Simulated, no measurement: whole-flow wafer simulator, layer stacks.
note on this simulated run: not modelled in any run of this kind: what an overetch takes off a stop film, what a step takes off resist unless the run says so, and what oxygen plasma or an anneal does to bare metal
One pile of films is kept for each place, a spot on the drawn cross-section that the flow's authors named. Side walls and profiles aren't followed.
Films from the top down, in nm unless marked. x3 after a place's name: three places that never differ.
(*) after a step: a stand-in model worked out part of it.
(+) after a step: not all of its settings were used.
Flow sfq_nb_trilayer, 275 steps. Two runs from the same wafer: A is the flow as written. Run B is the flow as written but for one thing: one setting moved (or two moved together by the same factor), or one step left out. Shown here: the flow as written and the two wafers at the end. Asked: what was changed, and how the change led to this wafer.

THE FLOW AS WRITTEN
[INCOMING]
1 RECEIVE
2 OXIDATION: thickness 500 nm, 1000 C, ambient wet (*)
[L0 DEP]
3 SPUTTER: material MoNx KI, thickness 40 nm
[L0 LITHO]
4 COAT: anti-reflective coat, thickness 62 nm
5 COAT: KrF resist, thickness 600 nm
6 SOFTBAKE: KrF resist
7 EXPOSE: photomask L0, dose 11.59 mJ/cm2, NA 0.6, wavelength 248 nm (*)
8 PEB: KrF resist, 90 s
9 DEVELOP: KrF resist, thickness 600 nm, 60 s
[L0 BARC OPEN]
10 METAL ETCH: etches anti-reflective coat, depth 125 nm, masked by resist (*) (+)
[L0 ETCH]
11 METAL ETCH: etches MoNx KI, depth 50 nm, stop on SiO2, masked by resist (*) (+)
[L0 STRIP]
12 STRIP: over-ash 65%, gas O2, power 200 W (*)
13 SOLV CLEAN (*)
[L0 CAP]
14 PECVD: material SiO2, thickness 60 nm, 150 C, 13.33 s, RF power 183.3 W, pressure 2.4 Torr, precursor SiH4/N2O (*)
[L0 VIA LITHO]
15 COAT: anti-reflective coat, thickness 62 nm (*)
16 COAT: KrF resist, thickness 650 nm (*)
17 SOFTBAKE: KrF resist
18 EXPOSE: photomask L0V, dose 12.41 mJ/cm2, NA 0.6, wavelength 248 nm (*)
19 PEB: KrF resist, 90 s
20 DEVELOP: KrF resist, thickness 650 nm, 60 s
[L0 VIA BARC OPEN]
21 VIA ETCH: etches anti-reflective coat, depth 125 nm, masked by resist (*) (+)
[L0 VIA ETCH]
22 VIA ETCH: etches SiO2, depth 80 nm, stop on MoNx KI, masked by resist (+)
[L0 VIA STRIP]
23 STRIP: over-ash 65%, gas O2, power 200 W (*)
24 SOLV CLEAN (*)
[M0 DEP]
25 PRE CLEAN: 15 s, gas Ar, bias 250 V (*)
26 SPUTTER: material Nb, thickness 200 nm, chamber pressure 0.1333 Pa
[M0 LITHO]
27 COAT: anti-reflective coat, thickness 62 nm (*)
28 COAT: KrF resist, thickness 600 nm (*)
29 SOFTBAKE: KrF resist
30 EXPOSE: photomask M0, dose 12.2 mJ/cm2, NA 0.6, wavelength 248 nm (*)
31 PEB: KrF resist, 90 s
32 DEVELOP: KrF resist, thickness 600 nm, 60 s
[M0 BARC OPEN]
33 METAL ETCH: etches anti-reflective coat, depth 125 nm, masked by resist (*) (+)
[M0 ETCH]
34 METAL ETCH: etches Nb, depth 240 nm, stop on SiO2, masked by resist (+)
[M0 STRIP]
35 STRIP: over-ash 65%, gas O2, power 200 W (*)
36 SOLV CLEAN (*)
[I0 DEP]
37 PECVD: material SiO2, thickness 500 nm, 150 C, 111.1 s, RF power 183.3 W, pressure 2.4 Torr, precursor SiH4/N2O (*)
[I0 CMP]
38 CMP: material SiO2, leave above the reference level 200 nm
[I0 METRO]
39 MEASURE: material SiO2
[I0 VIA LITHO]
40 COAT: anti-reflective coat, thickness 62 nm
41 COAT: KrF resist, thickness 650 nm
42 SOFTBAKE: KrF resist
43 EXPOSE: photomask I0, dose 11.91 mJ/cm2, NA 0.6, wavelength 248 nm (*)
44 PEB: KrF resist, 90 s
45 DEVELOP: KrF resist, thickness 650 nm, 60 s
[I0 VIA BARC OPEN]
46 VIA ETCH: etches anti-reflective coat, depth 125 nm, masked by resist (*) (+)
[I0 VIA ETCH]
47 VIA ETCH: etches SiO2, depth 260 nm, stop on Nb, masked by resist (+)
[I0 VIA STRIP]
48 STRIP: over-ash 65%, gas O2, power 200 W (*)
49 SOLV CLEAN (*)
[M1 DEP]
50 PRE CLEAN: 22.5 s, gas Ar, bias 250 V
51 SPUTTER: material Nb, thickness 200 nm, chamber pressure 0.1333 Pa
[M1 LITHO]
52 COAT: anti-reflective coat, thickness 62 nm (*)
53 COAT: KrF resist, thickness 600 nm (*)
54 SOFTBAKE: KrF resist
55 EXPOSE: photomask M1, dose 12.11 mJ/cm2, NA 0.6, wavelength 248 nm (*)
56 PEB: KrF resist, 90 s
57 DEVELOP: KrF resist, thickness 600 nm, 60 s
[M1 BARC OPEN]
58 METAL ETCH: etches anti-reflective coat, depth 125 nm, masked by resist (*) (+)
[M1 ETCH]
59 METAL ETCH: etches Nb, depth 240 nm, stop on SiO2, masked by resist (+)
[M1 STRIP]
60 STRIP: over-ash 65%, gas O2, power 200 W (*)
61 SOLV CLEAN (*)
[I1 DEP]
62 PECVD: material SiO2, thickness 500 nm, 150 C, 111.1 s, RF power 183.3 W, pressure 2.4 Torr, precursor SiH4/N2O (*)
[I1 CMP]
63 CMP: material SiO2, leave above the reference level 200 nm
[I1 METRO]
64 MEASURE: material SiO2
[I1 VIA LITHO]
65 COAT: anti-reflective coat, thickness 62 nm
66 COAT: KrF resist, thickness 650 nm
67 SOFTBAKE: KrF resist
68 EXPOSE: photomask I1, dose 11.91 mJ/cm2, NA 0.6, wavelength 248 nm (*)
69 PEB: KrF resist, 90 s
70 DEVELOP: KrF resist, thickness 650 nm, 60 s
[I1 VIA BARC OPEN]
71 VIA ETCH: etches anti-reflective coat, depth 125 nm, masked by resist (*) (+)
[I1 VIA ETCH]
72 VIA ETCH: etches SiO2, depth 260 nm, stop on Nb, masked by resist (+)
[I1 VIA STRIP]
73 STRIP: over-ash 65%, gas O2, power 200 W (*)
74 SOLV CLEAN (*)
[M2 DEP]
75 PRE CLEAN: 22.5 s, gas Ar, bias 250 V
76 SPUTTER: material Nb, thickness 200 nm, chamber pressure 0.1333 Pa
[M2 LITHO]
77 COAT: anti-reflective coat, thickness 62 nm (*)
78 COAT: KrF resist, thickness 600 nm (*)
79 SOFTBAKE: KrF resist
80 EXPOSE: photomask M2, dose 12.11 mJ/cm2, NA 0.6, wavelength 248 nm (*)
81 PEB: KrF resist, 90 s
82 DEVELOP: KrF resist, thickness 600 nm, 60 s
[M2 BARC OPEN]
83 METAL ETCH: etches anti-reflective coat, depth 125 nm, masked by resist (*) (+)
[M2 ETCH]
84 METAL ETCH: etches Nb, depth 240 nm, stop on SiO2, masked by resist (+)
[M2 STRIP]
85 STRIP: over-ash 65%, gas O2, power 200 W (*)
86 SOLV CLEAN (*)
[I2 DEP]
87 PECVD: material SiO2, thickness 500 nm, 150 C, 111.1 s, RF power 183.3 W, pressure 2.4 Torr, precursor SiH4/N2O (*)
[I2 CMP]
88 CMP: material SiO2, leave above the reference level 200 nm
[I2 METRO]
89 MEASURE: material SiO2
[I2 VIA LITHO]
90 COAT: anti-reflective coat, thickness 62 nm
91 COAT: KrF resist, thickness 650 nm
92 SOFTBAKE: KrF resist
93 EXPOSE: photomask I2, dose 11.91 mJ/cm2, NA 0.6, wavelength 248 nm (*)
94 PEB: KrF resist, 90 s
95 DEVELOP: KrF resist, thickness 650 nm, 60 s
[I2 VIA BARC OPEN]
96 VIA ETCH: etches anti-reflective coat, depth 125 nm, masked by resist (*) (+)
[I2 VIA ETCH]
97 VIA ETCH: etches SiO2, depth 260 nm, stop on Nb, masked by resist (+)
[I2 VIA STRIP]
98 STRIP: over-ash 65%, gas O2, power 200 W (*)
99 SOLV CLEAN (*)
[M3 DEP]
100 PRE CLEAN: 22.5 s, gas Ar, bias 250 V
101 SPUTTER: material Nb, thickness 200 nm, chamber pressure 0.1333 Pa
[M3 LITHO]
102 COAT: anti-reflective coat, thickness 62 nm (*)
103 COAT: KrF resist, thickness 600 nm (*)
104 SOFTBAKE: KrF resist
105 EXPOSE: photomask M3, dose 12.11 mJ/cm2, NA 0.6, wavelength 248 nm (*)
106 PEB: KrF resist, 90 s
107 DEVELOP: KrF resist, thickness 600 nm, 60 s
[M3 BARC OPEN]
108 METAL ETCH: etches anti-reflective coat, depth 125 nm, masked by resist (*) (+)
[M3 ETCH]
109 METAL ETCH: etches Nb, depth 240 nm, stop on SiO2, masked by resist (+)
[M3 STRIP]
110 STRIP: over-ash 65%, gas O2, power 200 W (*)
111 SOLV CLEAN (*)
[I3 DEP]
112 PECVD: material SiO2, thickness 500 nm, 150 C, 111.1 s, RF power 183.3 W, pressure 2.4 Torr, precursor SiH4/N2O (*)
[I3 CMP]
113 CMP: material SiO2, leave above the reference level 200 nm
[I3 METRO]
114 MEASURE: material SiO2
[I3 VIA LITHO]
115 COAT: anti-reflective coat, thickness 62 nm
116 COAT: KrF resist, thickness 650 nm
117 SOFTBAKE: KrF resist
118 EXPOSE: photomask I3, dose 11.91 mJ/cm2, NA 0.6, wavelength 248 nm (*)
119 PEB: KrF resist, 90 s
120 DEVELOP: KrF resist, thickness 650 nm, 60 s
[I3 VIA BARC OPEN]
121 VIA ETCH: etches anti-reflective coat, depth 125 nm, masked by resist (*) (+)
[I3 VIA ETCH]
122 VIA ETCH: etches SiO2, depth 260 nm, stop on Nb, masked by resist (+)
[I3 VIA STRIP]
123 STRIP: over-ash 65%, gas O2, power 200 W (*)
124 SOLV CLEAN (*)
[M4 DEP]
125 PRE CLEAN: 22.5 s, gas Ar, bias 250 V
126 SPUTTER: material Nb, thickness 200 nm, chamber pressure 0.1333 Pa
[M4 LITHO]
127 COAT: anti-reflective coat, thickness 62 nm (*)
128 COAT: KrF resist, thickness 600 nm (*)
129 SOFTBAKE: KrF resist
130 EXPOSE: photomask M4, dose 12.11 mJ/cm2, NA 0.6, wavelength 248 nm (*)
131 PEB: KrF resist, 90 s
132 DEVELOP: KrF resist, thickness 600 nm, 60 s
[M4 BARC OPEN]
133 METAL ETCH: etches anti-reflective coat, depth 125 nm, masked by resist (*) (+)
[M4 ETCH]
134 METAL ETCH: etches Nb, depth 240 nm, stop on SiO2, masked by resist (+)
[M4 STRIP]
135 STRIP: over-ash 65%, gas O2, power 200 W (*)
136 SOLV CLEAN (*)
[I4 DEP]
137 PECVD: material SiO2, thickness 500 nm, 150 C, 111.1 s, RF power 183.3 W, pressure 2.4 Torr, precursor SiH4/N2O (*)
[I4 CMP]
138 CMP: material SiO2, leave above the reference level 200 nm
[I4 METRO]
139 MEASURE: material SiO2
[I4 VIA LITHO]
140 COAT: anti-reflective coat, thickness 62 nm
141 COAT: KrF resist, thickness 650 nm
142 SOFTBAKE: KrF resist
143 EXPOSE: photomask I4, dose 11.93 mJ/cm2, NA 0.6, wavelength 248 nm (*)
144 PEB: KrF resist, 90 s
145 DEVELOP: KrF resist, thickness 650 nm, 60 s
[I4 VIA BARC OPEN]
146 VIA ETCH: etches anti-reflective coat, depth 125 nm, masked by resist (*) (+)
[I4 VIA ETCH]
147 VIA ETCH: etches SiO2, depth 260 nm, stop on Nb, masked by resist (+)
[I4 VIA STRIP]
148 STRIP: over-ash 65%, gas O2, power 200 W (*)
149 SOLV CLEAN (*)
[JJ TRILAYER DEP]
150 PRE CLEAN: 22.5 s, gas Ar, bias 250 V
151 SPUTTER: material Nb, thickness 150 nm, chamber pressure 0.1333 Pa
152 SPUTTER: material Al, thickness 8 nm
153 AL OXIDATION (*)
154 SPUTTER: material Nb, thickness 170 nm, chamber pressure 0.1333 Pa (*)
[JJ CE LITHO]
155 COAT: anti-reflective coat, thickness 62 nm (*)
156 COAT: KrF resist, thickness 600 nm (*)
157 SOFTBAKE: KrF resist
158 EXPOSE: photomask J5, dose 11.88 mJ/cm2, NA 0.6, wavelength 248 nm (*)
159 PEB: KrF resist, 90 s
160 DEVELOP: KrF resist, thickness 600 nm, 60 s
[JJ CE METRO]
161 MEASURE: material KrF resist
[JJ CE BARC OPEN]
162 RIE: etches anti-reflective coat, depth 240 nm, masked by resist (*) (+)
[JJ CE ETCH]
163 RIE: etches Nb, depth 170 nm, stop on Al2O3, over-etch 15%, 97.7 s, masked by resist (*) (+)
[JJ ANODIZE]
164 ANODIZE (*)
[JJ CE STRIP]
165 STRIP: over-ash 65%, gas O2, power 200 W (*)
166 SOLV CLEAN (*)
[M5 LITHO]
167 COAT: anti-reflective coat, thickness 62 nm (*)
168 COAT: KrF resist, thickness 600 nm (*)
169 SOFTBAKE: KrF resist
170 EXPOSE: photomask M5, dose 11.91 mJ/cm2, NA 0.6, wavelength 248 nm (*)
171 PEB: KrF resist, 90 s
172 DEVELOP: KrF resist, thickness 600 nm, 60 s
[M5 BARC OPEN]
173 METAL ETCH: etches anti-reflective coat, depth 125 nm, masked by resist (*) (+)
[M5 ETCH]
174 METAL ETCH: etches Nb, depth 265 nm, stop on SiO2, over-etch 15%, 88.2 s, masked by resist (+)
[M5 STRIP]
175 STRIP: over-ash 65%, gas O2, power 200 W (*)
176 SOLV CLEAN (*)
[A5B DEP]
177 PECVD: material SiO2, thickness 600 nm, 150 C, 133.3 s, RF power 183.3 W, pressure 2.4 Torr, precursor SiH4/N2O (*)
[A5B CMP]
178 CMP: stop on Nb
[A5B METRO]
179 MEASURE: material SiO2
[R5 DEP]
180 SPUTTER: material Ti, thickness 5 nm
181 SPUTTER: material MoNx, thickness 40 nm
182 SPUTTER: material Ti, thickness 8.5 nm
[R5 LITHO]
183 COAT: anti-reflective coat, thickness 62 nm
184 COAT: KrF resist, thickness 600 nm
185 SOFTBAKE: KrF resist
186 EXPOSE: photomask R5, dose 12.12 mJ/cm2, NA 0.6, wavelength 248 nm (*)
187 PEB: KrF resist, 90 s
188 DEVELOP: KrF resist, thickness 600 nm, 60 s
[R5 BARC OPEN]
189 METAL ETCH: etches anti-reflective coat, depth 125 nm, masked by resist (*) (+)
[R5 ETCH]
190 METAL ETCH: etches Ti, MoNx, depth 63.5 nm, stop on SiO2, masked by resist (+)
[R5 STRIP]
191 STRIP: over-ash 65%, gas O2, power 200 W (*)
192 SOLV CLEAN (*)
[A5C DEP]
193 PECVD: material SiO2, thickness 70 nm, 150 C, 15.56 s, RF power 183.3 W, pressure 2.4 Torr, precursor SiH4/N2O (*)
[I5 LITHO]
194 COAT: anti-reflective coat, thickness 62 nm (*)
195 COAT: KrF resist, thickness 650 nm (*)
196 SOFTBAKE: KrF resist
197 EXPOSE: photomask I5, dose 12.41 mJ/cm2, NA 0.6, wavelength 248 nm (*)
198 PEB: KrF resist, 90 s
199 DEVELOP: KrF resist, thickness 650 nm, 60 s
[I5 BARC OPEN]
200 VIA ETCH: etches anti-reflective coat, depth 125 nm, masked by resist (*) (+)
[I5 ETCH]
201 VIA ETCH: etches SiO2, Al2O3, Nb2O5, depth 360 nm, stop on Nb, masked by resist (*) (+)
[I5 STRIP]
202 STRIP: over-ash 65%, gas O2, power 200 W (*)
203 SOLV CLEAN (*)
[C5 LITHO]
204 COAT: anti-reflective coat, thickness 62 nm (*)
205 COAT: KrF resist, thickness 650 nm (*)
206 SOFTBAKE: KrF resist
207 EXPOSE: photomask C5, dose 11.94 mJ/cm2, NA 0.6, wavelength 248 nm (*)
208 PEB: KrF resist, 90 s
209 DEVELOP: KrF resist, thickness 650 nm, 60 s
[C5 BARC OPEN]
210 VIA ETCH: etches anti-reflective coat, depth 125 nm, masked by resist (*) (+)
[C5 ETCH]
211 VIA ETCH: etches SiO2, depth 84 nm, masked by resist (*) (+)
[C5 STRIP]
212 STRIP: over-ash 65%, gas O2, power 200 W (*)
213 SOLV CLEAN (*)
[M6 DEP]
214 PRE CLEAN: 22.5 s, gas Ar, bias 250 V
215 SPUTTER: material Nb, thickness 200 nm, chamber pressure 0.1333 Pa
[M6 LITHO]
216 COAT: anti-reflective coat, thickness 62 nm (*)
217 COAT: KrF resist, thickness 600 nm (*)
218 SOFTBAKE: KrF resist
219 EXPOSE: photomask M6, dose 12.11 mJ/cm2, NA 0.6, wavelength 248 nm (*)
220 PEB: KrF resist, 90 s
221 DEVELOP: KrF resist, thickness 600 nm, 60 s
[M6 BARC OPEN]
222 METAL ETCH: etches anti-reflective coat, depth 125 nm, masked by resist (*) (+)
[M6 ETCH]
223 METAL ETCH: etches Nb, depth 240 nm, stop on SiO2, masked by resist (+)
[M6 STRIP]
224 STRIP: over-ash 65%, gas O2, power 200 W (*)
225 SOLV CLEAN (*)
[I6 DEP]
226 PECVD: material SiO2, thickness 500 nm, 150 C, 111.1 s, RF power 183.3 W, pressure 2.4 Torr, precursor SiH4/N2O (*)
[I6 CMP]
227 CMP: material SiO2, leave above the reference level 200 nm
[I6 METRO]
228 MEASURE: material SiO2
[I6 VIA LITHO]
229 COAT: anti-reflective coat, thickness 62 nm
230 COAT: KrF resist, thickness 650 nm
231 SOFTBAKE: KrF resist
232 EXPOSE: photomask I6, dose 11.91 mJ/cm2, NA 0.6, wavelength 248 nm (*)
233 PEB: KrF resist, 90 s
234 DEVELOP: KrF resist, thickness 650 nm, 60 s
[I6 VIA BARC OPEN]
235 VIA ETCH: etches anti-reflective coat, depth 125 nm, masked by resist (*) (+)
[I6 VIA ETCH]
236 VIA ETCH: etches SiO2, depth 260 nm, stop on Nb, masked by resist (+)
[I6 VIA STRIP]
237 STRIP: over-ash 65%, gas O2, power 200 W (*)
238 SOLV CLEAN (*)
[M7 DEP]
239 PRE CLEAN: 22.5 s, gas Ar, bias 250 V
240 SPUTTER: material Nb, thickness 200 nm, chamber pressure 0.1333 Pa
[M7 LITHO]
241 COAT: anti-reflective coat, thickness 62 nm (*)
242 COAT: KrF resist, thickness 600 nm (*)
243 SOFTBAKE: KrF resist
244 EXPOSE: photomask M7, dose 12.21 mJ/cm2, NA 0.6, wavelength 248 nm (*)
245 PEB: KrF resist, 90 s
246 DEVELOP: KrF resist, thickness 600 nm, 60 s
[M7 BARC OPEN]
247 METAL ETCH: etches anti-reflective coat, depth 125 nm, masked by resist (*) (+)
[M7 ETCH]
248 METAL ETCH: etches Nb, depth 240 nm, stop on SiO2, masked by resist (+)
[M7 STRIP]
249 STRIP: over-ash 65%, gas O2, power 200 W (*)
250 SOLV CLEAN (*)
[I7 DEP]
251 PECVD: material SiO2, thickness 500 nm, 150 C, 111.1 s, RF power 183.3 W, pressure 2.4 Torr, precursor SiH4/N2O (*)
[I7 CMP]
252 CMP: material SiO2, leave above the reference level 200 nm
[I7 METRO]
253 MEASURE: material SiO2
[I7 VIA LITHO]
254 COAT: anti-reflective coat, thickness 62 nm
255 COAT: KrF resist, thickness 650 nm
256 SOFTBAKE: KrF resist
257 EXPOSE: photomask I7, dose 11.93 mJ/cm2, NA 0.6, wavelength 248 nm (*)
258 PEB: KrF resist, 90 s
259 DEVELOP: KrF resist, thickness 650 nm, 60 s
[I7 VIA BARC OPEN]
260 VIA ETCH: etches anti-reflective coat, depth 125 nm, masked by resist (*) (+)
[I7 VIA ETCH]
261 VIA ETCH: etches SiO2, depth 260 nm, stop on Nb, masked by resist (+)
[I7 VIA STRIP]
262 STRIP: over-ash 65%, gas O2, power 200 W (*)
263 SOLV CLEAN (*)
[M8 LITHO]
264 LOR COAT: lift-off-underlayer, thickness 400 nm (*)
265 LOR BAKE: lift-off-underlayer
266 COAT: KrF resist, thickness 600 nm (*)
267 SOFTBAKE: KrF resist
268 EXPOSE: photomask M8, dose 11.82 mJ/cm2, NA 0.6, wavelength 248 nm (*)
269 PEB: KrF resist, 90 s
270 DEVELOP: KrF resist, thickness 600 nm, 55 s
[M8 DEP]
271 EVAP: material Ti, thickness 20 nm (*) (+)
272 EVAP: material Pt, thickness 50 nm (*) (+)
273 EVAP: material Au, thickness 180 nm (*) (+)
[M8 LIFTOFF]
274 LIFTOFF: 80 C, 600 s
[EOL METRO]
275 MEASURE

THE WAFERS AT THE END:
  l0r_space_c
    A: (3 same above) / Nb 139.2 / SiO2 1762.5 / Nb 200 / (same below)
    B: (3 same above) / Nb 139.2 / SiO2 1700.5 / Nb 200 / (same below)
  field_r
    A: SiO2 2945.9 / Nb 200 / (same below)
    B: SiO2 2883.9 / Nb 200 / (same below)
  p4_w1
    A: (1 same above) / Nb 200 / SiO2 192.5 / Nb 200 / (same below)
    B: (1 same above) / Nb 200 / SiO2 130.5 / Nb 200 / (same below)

The cause: step 113, CMP: leave above the reference level 138 nm was run, where the flow has leave above the reference level 200 nm.

How the change led to this, step by step:
  113 CMP: material SiO2, leave above the reference level 200 nm
      field_l, be, be_sur and 64 more: A SiO2 -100 | B SiO2 -162
      v_sur, via_wl, via_wr and 27 more: A SiO2 -300 | B SiO2 -362
      (and at 9 more places)
  122 VIA ETCH: etches SiO2, depth 260 nm, stop on Nb, masked by resist (+)
      field_l, v_sur, via_wl and 102 more: A KrF resist -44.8 | B KrF resist -35.6
      via_v: A SiO2 -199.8 (all of it) | B SiO2 -137.8 (all of it)
  126 SPUTTER: material Nb, thickness 200 nm, chamber pressure 0.1333 Pa
      via_v: A Nb +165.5 | B Nb +179.2
  127 COAT: anti-reflective coat, thickness 62 nm (*)
      via_sp: A anti-reflective coat +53 (new film) | B anti-reflective coat +54.2 (new film)
      via_v: A anti-reflective coat +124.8 (new film) | B anti-reflective coat +110.2 (new film)
      (and at 1 more place)
  128 COAT: KrF resist, thickness 600 nm (*)
      via_v: A KrF resist +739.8 (new film) | B KrF resist +688.7 (new film)
  135 STRIP: over-ash 65%, gas O2, power 200 W (*)
      via_sp: A KrF resist -373.9 (all of it), anti-reflective coat -53 (all of it) | B KrF resist -378.1 (all of it), anti-reflective coat -54.2 (all of it)
      via_v: A KrF resist -521.8 (all of it), anti-reflective coat -124.8 (all of it) | B KrF resist -470.9 (all of it), anti-reflective coat -110.2 (all of it)
      (and at 1 more place)
  137 PECVD: material SiO2, thickness 500 nm, 150 C, 111.1 s, RF power 183.3 W, pressure 2.4 Torr, precursor SiH4/N2O (*)
      via_v: A SiO2 +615 (new film) | B SiO2 +514.8 (new film)
  138 CMP: material SiO2, leave above the reference level 200 nm
      via_v: A SiO2 -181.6 | B SiO2 -157.1
